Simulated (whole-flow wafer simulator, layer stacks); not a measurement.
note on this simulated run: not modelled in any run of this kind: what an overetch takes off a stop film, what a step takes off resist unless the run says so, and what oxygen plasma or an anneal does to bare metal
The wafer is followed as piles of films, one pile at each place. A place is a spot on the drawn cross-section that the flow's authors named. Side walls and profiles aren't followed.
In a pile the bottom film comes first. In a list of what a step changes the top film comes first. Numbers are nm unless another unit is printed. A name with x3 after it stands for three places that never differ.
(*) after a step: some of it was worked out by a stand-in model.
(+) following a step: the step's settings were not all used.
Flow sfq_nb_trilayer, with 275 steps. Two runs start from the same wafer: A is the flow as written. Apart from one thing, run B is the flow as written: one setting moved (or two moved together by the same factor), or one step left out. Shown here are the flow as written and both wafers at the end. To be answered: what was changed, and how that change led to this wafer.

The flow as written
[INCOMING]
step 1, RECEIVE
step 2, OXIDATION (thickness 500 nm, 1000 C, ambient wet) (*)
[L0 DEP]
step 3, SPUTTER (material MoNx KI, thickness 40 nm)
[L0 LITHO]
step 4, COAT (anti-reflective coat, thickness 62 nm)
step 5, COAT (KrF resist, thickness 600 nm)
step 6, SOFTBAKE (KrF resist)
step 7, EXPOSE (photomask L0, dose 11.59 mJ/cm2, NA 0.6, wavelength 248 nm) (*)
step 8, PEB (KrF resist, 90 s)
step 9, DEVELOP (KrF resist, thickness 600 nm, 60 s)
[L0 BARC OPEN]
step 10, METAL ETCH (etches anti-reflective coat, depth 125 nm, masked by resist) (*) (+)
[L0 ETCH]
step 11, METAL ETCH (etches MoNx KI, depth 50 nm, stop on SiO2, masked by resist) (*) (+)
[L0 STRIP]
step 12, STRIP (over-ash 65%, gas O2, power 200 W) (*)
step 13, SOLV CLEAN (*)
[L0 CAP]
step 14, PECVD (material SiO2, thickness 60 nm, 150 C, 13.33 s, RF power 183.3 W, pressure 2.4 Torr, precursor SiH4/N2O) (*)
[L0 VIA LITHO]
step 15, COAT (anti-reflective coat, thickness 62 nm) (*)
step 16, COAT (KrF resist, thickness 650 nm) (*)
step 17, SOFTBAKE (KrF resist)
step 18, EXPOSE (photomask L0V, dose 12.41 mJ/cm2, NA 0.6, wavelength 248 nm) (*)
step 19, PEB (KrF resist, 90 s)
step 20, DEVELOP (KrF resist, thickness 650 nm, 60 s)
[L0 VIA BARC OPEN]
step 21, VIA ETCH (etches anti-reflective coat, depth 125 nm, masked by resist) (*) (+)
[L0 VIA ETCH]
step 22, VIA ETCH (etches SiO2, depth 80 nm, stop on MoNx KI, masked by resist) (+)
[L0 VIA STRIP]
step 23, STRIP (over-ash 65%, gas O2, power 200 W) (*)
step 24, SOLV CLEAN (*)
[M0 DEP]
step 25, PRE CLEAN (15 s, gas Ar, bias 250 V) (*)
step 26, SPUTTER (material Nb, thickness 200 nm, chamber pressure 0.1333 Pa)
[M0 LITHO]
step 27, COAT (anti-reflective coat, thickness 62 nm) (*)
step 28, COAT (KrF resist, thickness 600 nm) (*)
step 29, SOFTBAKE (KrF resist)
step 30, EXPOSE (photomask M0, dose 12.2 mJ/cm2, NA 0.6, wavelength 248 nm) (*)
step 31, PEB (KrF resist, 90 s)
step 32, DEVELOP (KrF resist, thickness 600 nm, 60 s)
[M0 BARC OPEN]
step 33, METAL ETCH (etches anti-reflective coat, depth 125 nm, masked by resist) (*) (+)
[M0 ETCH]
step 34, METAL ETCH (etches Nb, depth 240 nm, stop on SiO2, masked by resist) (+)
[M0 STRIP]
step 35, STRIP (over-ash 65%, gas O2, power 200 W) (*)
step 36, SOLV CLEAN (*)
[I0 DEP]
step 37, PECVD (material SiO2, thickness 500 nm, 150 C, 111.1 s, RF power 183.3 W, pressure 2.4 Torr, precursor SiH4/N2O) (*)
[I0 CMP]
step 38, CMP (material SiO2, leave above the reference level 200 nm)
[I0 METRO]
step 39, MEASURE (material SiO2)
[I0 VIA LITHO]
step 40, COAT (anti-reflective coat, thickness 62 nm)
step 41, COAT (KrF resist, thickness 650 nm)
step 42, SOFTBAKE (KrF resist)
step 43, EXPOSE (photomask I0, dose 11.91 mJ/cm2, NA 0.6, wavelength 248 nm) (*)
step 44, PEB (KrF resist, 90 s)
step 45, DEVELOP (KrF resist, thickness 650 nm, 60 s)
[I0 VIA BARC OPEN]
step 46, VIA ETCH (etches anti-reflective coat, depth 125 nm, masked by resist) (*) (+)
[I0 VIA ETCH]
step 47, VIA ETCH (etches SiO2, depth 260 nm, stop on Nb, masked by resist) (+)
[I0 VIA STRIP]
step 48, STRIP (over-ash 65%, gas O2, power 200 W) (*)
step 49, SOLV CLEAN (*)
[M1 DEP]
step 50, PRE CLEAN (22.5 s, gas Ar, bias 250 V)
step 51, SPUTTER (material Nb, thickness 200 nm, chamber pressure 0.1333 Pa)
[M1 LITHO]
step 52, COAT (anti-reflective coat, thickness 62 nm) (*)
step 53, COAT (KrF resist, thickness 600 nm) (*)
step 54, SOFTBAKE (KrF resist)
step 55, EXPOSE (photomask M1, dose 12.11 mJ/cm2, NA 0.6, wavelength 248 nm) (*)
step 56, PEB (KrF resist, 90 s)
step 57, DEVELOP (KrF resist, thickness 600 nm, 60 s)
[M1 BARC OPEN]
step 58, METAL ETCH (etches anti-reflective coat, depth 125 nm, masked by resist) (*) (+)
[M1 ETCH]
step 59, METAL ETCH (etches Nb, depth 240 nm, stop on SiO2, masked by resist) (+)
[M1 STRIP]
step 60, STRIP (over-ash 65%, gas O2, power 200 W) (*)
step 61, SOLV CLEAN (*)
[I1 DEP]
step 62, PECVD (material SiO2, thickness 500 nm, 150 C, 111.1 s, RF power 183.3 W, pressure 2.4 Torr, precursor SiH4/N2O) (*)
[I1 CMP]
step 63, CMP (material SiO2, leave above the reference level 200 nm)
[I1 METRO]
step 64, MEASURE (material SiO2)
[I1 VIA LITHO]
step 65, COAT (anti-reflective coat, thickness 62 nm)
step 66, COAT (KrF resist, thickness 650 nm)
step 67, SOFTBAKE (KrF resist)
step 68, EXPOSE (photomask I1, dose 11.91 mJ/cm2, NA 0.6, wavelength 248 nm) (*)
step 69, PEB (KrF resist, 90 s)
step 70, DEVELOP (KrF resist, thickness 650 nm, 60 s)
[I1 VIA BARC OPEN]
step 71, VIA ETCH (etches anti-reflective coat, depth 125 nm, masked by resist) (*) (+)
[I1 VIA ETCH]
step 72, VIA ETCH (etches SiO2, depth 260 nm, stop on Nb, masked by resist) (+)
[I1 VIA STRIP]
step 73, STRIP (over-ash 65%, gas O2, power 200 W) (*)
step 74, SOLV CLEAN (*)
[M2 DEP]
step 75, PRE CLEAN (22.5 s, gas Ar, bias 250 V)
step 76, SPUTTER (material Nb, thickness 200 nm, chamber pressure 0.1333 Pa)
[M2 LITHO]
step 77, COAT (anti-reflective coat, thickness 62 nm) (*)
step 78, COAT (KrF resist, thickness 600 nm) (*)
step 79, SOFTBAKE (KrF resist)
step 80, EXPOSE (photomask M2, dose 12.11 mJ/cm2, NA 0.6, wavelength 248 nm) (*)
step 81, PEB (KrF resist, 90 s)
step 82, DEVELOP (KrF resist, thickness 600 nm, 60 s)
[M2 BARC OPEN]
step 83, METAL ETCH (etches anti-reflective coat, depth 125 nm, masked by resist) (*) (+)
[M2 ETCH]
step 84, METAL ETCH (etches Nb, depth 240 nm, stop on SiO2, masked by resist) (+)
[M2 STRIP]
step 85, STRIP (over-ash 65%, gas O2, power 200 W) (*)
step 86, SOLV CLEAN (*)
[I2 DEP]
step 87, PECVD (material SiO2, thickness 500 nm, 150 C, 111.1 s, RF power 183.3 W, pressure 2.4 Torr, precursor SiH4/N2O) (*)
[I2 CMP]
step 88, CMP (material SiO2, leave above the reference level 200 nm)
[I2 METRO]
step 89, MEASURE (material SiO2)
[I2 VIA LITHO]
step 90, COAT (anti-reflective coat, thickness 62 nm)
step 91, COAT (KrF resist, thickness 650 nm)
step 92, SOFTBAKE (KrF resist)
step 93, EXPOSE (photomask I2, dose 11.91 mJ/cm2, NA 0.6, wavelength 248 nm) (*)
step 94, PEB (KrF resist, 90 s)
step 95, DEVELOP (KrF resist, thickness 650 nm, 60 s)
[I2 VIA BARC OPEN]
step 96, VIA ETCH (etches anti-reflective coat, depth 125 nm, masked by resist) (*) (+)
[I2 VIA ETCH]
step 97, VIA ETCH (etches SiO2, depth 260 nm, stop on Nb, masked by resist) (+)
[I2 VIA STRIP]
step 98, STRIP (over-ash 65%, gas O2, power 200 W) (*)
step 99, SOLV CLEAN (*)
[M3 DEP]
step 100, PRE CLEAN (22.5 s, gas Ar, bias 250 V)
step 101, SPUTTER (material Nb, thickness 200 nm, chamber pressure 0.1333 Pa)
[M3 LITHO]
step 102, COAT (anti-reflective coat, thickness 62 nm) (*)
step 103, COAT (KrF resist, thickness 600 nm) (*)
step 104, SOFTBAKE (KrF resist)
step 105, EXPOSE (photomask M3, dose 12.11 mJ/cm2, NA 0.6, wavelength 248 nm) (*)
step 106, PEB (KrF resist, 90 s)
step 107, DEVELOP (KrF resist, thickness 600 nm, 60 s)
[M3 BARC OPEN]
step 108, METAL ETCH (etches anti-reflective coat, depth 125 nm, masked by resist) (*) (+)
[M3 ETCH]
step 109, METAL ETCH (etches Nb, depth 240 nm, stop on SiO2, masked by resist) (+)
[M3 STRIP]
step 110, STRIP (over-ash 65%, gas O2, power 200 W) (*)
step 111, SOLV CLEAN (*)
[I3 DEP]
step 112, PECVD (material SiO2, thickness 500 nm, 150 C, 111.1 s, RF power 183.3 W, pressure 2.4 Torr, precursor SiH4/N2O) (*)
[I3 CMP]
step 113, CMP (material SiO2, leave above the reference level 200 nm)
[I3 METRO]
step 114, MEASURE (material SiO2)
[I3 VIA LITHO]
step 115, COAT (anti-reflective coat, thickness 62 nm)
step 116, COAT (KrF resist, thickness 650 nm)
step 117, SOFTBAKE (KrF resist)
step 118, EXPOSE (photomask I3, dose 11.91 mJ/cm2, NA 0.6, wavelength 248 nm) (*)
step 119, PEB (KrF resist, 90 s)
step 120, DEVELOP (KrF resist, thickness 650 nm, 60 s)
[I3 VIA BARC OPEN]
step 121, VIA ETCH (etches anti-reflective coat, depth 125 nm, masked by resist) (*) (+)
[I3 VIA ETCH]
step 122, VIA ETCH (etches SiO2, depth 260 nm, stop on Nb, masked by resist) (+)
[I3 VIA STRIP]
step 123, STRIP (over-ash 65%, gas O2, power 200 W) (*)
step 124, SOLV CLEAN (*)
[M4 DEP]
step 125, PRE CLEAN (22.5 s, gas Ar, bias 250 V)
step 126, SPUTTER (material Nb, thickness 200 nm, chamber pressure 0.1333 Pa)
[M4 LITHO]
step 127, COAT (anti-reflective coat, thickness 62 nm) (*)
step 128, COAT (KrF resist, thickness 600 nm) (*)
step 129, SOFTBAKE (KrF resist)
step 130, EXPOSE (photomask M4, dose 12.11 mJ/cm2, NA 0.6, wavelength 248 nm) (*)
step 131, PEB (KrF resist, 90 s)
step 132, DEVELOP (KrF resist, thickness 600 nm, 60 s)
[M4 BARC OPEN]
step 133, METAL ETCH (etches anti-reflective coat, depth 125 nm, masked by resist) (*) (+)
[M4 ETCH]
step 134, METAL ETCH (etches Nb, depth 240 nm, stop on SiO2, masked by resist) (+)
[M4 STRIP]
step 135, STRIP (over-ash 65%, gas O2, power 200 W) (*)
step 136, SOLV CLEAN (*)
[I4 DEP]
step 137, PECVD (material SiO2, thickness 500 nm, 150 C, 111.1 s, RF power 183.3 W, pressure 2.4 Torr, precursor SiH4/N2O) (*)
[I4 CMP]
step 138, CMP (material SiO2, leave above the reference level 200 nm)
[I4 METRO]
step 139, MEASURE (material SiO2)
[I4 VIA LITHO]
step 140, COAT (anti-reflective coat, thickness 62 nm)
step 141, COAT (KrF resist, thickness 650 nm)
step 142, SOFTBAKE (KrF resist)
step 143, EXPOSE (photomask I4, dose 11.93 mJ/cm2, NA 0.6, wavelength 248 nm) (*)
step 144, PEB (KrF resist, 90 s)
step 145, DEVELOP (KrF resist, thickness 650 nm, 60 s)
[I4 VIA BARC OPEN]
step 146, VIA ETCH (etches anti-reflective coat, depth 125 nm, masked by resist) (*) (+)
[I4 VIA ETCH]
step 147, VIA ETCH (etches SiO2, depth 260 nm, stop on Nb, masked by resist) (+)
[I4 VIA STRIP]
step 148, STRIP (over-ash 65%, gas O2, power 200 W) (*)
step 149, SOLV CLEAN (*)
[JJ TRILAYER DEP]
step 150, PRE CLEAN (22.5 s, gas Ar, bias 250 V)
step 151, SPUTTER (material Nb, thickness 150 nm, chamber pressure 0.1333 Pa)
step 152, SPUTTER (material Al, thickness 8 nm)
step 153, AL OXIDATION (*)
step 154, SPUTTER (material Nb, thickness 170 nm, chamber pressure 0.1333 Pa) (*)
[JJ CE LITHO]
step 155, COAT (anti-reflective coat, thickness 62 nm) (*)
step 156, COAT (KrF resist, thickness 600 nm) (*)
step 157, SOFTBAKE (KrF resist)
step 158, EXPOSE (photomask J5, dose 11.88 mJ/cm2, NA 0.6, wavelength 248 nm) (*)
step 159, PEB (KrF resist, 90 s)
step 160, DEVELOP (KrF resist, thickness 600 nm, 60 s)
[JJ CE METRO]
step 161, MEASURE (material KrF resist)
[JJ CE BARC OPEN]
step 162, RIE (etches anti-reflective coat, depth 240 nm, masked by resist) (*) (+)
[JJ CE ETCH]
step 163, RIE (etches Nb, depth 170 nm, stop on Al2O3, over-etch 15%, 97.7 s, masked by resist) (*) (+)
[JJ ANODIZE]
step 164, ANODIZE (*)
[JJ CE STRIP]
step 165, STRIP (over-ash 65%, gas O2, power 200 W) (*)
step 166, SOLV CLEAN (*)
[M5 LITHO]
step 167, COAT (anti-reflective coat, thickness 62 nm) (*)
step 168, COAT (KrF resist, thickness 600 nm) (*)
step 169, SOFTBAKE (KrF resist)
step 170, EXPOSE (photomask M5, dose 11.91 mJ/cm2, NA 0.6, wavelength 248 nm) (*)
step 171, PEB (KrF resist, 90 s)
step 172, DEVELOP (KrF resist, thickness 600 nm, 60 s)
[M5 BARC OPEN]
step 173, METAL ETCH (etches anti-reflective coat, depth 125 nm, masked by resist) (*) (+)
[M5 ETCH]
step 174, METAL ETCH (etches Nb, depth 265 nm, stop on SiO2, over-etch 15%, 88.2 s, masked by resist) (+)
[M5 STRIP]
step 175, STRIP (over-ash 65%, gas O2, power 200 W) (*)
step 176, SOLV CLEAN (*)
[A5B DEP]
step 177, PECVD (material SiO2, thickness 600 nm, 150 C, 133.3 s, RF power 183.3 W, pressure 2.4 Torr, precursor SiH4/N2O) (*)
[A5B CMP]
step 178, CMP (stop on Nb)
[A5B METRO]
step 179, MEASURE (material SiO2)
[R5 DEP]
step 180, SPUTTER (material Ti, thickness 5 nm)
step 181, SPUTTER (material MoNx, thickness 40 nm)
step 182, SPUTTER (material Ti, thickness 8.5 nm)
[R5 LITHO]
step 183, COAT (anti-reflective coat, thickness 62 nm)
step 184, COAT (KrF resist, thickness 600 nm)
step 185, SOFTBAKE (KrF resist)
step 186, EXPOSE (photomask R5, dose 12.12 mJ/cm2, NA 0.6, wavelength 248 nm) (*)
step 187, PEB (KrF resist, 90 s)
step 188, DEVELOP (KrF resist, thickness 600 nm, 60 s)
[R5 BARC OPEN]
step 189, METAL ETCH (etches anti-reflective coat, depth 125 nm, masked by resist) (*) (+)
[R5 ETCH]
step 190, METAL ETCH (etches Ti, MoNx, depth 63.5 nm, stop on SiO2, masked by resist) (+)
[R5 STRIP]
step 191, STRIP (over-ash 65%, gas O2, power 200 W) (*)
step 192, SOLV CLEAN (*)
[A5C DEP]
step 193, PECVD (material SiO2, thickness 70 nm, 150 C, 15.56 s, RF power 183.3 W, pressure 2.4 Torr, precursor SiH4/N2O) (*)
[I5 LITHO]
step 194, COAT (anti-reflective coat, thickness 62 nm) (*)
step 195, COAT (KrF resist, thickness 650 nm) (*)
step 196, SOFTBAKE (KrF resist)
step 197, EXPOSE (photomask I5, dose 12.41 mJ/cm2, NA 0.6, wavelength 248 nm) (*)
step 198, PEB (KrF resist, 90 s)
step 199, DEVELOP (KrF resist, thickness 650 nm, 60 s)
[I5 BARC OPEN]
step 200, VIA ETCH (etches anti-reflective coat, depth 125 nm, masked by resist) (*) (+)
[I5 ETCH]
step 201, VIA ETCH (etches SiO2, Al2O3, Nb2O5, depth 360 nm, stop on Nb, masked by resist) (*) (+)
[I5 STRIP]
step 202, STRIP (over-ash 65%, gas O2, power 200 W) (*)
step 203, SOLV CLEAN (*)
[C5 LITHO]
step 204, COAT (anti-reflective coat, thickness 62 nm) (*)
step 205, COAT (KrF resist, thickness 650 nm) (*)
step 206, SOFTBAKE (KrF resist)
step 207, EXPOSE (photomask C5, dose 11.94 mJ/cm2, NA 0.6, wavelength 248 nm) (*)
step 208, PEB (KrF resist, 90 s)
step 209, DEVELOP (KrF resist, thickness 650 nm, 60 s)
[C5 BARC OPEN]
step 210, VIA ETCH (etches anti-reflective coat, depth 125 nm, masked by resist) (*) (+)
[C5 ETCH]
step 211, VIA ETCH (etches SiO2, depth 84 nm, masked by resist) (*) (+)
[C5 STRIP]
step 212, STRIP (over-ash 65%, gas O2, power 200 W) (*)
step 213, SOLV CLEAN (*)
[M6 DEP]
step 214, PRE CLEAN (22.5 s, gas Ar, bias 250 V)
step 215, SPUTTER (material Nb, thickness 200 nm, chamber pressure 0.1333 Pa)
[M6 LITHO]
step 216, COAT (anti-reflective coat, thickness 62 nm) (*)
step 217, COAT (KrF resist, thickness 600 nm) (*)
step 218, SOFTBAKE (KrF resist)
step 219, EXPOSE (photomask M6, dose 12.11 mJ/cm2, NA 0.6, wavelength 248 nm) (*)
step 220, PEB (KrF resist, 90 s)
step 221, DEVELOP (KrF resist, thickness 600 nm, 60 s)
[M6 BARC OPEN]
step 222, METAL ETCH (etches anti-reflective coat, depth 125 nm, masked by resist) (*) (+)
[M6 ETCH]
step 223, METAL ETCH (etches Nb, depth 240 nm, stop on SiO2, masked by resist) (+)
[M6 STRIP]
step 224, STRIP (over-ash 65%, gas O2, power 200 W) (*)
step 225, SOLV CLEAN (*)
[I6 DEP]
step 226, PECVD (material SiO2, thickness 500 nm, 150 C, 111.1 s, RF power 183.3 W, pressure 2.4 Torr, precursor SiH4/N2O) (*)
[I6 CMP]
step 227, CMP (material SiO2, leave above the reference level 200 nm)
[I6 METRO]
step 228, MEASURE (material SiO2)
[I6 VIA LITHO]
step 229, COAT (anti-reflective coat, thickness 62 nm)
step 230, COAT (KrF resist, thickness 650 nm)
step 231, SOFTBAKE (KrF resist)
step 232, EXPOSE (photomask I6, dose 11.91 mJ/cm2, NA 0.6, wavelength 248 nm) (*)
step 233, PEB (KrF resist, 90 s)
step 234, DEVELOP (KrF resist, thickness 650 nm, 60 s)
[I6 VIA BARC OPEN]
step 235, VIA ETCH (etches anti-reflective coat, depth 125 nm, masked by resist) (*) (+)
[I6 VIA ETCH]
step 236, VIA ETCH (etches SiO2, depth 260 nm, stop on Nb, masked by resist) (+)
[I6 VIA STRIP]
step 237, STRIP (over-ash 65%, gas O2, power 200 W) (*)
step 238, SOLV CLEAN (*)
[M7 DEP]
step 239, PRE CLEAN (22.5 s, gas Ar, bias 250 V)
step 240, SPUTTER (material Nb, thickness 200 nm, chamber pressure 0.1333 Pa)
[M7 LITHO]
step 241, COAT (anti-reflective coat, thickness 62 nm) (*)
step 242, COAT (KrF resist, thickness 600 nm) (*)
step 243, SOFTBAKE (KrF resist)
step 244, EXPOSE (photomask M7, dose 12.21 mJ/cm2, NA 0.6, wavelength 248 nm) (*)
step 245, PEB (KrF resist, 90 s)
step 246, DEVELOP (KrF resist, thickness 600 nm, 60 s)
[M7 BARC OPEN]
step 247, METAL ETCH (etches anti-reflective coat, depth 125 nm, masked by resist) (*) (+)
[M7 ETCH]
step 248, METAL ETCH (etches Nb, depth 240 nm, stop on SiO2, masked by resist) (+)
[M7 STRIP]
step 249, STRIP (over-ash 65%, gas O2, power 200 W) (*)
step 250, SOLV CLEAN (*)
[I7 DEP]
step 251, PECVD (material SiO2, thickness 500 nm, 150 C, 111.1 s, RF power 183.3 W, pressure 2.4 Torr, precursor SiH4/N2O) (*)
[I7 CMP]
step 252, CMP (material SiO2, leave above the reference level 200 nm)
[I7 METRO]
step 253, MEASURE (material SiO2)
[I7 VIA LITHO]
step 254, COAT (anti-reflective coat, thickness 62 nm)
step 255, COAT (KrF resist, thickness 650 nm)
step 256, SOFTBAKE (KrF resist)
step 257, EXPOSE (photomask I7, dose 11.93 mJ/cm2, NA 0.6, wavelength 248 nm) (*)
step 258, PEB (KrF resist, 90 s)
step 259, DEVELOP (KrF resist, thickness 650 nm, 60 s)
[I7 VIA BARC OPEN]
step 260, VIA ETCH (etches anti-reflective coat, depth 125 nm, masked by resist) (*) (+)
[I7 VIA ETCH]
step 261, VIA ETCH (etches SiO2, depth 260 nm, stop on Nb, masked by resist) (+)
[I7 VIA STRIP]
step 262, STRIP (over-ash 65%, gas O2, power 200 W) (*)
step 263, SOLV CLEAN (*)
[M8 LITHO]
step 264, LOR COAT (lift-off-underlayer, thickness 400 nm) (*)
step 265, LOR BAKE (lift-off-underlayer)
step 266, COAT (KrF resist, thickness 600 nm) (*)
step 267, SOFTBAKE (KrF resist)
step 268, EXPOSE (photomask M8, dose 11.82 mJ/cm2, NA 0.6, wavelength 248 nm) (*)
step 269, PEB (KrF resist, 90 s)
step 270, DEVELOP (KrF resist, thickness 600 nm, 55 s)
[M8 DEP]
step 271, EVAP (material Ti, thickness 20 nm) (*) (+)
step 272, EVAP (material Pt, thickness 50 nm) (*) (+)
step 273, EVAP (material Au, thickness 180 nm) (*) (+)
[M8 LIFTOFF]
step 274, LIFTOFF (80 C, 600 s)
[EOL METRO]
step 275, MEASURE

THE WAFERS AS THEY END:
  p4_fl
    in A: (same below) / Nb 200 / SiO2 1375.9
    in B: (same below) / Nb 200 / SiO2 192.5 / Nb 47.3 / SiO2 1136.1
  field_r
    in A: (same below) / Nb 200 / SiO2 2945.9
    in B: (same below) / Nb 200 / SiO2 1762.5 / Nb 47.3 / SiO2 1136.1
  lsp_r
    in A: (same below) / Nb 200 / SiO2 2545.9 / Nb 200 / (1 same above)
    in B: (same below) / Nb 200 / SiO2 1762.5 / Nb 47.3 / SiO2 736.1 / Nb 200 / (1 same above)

The reason: step 174, METAL ETCH: depth 117 nm was run, though the flow has depth 265 nm; step 174, METAL ETCH: 38.8 s was run, where the flow has 88.2 s.

The path from the change to this, step by step:
  step 174, METAL ETCH (etches Nb, depth 265 nm, stop on SiO2, over-etch 15%, 88.2 s, masked by resist) (+)
      field_l, r_sur, res and 50 more: A Al2O3 loses 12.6 (all of it), Nb2O5 loses 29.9 (all of it), Nb loses 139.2 (all of it), SiO2 loses 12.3 | B Al2O3 loses 12.6 (all of it), Nb2O5 loses 29.9 (all of it), Nb loses 92
      v_sur, via_wl, via_w and 50 more: A KrF resist loses 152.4 | B KrF resist loses 67.3
  step 175, STRIP (over-ash 65%, gas O2, power 200 W) (*)
      l0r_line_l, l0r_line_c, l0r_space_c and 27 more: A KrF resist loses 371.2 (all of it), anti-reflective coat loses 62 (all of it) | B KrF resist loses 456.3 (all of it), anti-reflective coat loses 62 (all of it)
      wl_j_sl, wl_j_sr: A KrF resist loses 378 (all of it), anti-reflective coat loses 83.3 (all of it) | B KrF resist loses 463.1 (all of it), anti-reflective coat loses 83.3 (all of it)
      (and at 21 other places as well)
  step 177, PECVD (material SiO2, thickness 600 nm, 150 C, 133.3 s, RF power 183.3 W, pressure 2.4 Torr, precursor SiH4/N2O) (*)
      field_l, p4_fl, p4_fm and 39 more: A SiO2 gains 600 | B SiO2 gains 600 (new film)
      r_sur, res, r_end, moat, field_r, lsp_l: A SiO2 gains 592.9 | B SiO2 gains 600 (new film)
      (and at 5 other places as well)
  step 178, CMP (stop on Nb)
      field_l, p4_fl, p4_fm and 39 more: A SiO2 loses 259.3 | B SiO2 loses 318.9
      r_sur, res, r_end, moat, field_r, lsp_l: A SiO2 loses 252.3 | B SiO2 loses 318.9
      (and at 5 other places as well)
Taking metal films that touch as one body, p4_fl has 3 bodies (between them, from the top down: SiO2 192.5; SiO2 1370); the flow as written gives 2 bodies (between them, from the top down: SiO2 1370).
Taking metal films that touch as one body, field_r has 2 bodies (between them, from the top down: SiO2 1762.5); the flow as written gives 1 body.
Taking metal films that touch as one body, lsp_r has 3 bodies (between them, from the top down: SiO2 736.1; SiO2 1762.5); the flow as written gives 2 bodies (between them, from the top down: SiO2 2545.9).
